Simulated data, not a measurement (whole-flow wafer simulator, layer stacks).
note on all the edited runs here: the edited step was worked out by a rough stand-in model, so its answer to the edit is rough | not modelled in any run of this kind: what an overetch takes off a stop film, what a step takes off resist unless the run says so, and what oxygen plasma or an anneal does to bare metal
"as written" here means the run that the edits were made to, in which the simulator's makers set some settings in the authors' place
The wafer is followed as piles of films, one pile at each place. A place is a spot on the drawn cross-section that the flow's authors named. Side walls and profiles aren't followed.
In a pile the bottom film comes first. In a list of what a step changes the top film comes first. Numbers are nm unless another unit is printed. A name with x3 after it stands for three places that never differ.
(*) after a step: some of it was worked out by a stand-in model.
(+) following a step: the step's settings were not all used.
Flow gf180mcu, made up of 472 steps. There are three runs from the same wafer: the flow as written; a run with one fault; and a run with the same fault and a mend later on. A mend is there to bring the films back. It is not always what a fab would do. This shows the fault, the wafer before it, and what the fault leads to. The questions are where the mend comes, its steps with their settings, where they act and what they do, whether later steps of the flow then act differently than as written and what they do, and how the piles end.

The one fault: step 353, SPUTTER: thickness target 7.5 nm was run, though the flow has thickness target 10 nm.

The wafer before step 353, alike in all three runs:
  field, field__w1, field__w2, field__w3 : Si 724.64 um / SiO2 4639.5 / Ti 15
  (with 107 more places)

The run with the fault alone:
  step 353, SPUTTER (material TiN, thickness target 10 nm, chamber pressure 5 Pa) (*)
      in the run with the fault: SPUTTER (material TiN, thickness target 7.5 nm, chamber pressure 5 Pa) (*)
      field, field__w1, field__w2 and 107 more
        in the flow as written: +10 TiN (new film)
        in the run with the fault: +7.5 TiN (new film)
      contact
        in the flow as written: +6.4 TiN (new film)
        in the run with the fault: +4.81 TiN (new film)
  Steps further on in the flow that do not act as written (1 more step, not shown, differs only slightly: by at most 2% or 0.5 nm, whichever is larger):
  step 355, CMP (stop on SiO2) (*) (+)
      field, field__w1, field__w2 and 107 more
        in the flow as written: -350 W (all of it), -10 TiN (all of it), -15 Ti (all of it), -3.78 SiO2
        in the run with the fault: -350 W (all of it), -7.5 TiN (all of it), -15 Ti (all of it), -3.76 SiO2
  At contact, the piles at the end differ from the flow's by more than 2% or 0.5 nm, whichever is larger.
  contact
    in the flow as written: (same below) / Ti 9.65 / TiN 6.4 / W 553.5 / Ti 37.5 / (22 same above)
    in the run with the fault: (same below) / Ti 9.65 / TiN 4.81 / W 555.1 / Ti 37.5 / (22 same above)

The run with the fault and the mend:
  The mend follows step 353.
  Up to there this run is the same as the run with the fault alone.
  step 353a, SPUTTER (material TiN, thickness target 2.5 nm, chamber pressure 5 Pa) (*) (a further turn of the flow's step 353, with different settings)
      field, field__w1, field__w2 and 107 more
        +2.5 TiN
      contact
        +1.6 TiN
  Every later step of the flow that is run acts as written at every place that is followed.
  By the end, the piles equal the flow's at every place that both follow.
